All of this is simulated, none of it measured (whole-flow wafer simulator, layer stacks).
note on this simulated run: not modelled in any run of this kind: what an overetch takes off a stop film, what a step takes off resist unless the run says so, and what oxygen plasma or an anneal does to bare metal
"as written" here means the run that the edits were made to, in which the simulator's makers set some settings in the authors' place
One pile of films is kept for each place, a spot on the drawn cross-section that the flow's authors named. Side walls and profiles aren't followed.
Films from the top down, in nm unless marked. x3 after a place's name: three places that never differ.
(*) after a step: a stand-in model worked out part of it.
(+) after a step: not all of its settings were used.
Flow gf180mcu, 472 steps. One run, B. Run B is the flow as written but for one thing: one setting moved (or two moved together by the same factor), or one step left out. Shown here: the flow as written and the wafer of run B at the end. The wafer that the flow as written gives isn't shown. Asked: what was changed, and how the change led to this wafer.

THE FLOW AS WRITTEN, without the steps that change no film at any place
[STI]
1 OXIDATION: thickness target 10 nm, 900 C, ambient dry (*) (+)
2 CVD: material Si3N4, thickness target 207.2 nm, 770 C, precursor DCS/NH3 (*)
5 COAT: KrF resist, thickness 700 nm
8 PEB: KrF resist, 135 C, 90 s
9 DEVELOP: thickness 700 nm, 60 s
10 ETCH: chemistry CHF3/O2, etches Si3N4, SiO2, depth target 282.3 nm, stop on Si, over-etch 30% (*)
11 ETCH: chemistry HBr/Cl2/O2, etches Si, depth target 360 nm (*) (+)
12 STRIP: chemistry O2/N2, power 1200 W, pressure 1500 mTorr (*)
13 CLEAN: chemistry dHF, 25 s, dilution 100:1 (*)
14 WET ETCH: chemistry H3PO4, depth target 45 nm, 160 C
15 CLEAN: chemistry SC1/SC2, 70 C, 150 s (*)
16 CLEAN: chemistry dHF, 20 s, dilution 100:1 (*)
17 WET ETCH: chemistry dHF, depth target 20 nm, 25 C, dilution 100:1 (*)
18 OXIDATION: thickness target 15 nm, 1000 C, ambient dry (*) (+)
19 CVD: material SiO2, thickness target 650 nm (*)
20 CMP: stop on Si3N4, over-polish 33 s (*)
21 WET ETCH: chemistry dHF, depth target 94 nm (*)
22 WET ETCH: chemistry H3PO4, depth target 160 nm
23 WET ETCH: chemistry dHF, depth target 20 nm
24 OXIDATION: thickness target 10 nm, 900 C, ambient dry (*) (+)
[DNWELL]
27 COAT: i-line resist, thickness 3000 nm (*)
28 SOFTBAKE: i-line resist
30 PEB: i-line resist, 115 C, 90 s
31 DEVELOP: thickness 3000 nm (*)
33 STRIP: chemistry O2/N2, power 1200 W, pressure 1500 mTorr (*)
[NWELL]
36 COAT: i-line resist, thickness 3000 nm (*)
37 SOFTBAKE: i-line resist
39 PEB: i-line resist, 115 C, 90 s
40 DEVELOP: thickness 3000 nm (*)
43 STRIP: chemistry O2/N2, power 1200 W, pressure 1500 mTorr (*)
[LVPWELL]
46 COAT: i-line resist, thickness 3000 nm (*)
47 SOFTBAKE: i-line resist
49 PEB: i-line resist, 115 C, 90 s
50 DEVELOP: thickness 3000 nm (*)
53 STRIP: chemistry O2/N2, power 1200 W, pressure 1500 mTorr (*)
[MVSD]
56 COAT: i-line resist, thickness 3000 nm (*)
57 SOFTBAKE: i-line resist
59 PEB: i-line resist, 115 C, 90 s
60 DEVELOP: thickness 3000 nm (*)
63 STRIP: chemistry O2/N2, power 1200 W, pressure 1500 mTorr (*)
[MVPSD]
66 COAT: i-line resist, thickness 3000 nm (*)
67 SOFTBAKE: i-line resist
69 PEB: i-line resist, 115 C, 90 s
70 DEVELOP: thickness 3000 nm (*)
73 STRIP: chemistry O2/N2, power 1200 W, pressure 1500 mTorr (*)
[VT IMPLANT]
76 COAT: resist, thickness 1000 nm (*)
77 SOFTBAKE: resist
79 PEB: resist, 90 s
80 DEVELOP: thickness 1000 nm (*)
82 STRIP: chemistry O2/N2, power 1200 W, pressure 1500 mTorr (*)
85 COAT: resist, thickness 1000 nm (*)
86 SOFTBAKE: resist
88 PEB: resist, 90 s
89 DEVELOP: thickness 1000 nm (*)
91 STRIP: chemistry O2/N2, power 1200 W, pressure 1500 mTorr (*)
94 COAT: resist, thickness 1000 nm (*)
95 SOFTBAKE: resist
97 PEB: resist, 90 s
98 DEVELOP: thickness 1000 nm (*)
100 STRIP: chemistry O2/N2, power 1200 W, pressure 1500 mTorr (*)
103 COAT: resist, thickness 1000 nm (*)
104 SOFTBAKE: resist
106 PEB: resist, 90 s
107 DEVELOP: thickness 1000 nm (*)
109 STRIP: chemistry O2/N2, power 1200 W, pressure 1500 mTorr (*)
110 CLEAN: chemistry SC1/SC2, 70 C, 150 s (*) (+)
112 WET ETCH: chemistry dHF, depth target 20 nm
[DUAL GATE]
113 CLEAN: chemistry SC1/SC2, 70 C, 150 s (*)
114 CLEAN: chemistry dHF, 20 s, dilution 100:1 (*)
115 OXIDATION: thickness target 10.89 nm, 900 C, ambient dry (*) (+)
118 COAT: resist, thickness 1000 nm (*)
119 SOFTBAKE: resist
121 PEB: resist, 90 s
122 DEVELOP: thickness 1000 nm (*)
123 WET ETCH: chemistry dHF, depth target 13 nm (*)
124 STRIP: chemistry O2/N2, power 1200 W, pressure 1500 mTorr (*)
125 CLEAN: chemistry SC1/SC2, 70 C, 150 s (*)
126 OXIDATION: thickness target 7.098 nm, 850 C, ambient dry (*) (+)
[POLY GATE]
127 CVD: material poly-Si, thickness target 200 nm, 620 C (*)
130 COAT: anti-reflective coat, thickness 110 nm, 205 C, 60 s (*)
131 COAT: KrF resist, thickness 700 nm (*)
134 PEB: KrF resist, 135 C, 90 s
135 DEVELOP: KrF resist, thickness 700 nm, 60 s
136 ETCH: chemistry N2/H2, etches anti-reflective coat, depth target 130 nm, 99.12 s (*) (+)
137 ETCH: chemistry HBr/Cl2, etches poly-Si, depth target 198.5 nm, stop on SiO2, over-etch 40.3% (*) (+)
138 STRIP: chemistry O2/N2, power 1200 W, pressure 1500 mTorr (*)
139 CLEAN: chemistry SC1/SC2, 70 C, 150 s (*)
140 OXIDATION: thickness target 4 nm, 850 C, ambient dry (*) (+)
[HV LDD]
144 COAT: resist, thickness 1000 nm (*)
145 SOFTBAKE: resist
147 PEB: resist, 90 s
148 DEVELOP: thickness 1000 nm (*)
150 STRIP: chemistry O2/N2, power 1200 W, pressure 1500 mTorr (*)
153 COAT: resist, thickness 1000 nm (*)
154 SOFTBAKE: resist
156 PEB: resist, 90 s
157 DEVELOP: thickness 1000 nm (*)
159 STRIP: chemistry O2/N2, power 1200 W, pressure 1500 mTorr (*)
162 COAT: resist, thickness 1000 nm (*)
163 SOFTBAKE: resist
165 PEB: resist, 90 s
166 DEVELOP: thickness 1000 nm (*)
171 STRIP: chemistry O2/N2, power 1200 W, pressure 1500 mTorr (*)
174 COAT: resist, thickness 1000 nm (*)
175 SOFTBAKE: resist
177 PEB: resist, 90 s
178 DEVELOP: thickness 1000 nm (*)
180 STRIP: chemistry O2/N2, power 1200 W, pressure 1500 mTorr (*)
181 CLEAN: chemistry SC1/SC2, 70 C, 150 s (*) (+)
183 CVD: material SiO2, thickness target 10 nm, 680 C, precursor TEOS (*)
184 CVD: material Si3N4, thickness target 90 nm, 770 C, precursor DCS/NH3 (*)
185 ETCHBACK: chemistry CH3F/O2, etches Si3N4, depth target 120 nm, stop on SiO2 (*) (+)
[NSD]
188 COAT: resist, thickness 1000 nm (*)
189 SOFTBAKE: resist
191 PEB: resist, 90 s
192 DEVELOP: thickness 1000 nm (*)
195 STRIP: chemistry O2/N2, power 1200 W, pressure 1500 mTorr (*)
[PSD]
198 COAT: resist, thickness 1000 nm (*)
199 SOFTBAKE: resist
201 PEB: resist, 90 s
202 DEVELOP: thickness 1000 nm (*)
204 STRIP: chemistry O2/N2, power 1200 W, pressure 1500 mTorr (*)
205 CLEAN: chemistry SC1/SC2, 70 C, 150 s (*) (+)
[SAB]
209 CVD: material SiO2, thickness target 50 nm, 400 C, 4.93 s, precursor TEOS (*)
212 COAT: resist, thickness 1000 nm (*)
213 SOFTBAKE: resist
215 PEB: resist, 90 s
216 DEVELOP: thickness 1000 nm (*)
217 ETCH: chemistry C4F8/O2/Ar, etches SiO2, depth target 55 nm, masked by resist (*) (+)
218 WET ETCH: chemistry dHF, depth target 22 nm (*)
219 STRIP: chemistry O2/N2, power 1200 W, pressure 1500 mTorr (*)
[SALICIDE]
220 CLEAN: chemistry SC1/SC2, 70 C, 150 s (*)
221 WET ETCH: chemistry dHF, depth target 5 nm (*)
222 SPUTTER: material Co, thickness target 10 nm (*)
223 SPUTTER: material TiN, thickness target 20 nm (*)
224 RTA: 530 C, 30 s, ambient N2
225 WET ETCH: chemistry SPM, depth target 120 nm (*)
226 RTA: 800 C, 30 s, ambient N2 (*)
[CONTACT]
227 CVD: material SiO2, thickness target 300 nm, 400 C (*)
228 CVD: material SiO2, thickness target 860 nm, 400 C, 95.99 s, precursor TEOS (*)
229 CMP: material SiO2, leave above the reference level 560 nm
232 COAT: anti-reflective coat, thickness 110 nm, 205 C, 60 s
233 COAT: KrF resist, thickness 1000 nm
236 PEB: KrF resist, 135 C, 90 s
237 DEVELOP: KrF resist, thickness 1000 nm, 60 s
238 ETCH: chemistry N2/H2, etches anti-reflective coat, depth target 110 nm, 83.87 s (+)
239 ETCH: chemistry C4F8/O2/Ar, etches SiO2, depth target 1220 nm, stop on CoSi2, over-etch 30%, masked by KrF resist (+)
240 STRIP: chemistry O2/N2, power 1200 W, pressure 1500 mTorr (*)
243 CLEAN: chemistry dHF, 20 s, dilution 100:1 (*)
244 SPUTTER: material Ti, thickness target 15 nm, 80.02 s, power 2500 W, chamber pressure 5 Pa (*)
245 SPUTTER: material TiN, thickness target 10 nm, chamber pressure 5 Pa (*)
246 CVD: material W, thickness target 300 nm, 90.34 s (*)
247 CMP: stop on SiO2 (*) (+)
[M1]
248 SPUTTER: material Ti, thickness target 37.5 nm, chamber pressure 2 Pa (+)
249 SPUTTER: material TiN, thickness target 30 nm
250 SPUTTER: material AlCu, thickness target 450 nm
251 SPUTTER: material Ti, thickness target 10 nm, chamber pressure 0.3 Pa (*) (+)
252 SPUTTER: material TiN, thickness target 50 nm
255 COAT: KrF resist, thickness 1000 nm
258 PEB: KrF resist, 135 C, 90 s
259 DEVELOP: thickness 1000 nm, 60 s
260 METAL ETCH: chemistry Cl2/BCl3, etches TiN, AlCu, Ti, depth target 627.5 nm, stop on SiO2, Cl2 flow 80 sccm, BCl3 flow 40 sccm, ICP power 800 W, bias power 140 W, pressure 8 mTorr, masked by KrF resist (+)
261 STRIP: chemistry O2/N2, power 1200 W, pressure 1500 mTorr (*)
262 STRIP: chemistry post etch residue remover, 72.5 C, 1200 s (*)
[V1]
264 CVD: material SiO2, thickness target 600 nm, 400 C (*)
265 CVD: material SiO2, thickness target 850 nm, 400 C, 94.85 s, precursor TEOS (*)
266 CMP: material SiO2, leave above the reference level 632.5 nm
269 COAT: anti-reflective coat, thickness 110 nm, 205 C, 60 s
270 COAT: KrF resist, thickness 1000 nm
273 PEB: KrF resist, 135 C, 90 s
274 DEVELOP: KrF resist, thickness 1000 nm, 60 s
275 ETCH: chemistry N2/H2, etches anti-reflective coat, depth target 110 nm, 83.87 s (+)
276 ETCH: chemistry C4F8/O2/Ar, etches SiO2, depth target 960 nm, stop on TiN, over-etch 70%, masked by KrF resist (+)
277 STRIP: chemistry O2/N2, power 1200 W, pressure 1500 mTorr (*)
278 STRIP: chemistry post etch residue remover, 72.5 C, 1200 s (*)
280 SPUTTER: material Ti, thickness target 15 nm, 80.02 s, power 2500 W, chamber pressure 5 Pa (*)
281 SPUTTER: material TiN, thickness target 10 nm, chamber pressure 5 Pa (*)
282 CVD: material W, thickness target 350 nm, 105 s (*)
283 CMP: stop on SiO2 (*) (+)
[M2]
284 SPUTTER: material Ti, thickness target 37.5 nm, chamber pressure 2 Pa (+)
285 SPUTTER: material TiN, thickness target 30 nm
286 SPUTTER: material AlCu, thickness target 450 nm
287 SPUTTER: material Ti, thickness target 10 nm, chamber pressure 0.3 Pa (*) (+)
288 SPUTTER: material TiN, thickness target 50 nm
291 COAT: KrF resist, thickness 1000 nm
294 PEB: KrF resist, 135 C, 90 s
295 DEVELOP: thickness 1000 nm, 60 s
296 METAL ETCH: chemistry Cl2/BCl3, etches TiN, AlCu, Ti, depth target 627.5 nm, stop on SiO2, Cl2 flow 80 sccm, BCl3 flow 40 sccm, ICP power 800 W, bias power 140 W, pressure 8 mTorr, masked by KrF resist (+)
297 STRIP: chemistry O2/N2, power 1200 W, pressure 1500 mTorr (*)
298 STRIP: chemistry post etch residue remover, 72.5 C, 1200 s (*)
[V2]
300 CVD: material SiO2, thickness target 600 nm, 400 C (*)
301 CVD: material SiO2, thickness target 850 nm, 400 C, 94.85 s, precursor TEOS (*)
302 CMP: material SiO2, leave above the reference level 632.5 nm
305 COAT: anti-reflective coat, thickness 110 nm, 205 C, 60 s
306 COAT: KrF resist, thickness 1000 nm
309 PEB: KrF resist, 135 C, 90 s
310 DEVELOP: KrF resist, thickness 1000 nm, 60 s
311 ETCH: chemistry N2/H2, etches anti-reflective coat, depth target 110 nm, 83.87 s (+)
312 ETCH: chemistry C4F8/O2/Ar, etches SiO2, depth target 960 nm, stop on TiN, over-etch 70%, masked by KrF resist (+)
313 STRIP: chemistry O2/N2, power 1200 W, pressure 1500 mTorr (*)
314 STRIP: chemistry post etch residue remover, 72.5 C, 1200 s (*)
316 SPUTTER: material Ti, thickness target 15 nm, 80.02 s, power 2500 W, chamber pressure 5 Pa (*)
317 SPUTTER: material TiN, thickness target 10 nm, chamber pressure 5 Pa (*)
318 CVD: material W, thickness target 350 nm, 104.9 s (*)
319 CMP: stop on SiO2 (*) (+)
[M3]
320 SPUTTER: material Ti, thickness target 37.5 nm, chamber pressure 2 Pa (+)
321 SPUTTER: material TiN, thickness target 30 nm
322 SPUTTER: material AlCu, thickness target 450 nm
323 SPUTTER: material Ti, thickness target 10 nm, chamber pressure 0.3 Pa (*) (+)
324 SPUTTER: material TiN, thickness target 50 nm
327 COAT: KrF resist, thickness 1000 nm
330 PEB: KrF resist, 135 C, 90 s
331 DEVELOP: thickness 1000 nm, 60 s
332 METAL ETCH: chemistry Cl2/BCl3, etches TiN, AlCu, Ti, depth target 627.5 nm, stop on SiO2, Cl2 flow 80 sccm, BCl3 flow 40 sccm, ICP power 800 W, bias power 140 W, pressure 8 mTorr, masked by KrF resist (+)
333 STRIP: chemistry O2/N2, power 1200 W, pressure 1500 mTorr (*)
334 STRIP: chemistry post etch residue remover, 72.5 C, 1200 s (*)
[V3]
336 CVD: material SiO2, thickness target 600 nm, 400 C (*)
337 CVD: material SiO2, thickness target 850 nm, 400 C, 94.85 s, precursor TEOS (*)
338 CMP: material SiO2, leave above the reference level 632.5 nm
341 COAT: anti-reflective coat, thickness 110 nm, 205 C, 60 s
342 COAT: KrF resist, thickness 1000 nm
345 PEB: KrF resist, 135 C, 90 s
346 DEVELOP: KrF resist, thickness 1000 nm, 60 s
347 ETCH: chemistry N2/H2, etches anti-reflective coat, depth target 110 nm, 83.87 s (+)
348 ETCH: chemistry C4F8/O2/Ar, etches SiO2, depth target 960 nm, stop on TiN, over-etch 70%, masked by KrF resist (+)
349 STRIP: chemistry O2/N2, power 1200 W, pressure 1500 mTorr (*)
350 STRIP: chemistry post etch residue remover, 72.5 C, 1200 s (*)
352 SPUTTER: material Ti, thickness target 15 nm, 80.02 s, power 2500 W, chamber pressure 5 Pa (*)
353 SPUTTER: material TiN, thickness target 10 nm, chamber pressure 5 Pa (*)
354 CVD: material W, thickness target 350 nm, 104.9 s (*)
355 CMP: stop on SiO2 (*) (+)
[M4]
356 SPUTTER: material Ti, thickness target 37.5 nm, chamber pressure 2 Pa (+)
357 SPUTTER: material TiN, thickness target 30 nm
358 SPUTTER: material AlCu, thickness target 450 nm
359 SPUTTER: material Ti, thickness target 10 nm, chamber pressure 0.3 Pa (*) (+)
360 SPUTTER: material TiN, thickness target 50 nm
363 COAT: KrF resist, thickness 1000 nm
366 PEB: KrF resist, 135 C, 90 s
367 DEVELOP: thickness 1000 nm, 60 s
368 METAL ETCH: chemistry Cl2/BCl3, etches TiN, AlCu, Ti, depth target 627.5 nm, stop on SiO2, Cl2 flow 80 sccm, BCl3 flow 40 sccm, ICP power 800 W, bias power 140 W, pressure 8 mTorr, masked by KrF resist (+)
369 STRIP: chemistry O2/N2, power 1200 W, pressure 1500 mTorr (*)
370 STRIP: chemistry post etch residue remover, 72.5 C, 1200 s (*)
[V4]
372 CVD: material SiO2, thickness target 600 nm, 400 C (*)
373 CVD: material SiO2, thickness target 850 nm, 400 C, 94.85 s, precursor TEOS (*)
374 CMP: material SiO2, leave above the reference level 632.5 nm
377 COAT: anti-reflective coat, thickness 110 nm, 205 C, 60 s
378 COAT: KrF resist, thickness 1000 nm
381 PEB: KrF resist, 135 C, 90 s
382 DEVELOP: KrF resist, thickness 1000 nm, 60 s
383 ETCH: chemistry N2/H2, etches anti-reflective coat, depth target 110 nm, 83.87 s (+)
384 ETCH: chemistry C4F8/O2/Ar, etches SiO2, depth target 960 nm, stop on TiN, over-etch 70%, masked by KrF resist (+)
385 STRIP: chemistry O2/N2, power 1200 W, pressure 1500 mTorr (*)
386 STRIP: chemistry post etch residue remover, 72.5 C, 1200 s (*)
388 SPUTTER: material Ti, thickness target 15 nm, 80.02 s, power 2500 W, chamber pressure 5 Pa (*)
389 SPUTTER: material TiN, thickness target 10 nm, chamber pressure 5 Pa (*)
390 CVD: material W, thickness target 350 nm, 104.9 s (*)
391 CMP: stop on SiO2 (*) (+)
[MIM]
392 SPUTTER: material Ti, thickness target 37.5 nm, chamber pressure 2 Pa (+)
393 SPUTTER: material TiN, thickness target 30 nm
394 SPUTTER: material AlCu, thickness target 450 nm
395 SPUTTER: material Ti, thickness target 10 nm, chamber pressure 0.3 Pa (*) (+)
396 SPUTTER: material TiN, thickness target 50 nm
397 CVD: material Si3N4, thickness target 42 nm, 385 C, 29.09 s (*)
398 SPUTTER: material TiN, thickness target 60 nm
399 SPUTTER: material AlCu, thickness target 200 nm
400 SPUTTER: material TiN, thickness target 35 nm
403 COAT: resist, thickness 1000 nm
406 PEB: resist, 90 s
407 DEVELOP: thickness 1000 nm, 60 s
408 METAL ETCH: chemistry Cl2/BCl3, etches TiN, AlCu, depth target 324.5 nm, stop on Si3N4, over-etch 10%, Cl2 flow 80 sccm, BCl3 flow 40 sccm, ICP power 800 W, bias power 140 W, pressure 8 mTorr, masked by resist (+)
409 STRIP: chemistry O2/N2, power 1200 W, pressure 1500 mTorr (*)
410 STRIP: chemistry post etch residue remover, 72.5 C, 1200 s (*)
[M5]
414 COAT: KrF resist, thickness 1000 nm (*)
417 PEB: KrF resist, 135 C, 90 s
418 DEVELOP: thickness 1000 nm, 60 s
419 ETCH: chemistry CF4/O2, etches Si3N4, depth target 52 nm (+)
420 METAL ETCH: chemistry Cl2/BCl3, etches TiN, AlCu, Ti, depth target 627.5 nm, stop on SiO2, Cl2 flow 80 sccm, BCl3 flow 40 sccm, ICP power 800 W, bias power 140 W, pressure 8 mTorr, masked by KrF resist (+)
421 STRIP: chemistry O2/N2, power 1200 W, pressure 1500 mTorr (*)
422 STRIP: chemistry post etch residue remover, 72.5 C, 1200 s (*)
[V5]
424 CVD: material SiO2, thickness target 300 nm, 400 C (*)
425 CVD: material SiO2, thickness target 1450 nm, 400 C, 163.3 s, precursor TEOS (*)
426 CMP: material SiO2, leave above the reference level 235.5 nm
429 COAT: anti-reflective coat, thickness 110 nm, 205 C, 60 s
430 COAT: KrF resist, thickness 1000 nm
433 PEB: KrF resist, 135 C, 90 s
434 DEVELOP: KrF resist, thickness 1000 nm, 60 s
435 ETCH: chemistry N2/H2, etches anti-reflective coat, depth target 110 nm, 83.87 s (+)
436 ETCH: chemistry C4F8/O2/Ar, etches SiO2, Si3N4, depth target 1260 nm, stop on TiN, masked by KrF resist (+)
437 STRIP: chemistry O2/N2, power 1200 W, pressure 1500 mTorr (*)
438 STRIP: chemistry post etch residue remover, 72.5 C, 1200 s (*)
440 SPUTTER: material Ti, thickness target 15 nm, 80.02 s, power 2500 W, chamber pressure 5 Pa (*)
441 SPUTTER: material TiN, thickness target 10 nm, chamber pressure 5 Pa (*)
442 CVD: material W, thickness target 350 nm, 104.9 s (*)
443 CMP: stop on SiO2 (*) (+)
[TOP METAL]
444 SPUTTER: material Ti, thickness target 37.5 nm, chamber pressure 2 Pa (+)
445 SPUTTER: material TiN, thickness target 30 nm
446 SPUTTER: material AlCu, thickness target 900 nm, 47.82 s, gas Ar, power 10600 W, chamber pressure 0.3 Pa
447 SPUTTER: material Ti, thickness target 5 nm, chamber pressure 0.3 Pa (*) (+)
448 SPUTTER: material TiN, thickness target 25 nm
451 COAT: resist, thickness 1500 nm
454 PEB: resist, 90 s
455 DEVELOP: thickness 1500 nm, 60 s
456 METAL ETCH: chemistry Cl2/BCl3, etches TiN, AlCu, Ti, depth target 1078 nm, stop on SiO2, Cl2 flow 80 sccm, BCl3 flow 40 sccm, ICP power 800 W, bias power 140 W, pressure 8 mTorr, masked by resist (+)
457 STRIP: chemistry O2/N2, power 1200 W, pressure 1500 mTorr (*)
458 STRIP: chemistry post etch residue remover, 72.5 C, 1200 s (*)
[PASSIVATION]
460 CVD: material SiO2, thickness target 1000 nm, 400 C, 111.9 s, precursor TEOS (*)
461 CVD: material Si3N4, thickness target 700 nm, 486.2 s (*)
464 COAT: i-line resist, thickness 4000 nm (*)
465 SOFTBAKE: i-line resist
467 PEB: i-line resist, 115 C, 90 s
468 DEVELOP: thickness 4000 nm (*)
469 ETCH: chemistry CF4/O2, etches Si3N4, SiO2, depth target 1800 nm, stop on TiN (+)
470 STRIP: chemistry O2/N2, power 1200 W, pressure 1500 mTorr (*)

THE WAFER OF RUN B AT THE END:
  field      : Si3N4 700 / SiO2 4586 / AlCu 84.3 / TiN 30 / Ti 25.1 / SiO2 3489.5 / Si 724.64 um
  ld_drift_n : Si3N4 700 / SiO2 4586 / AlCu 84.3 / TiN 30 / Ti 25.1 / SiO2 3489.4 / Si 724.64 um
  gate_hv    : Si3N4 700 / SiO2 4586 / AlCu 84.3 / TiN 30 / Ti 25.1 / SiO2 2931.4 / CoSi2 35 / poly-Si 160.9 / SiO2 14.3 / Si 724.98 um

The cause: step 320, SPUTTER: thickness target 25.1 nm was run, where the flow has thickness target 37.5 nm; step 332, METAL ETCH: depth target 420 nm was run, where the flow has depth target 627.5 nm.

How the change led to this, step by step:
  320 SPUTTER: material Ti, thickness target 37.5 nm, chamber pressure 2 Pa (+)
      field, field__w1, field__w2 and 108 more: Ti +25.1 (new film) (as written it would be: Ti +37.5 (new film))
  332 METAL ETCH: chemistry Cl2/BCl3, etches TiN, AlCu, Ti, depth target 627.5 nm, stop on SiO2, Cl2 flow 80 sccm, BCl3 flow 40 sccm, ICP power 800 W, bias power 140 W, pressure 8 mTorr, masked by KrF resist (+)
      field, field__w1, field__w2 and 103 more: TiN -50 (all of it), Ti -10 (all of it), AlCu -360 (as written it would be: TiN -50 (all of it), Ti -10 (all of it), AlCu -450 (all of it), TiN -30 (all of it), Ti -37.5 (all of it))
      field__w8, contact, m1, m1__w1, m1_nw: KrF resist -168 (as written it would be: KrF resist -251)
  333 STRIP: chemistry O2/N2, power 1200 W, pressure 1500 mTorr (*)
      field__w8, contact, m1, m1__w1, m1_nw: KrF resist -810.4 (all of it) (as written it would be: KrF resist -727.4 (all of it))
  334 STRIP: chemistry post etch residue remover, 72.5 C, 1200 s (*)
      field, field__w1, field__w2 and 103 more: AlCu -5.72 (as written it would be: nothing)
  336 CVD: material SiO2, thickness target 600 nm, 400 C (*)
      field, field__w1, field__w2 and 103 more: SiO2 +600 (new film) (as written it would be: SiO2 +600)
  338 CMP: material SiO2, leave above the reference level 632.5 nm
      field, field__w1, field__w2 and 103 more: SiO2 -451.8 (as written it would be: SiO2 -300)
Counting metal films that touch as one body, field has 1 body; the flow as written gives 0 bodies.
Counting metal films that touch as one body, ld_drift_n has 1 body; the flow as written gives 0 bodies.
Counting metal films that touch as one body, gate_hv has 2 bodies (between them, from the top down: SiO2 2931.4); the flow as written gives 1 body.
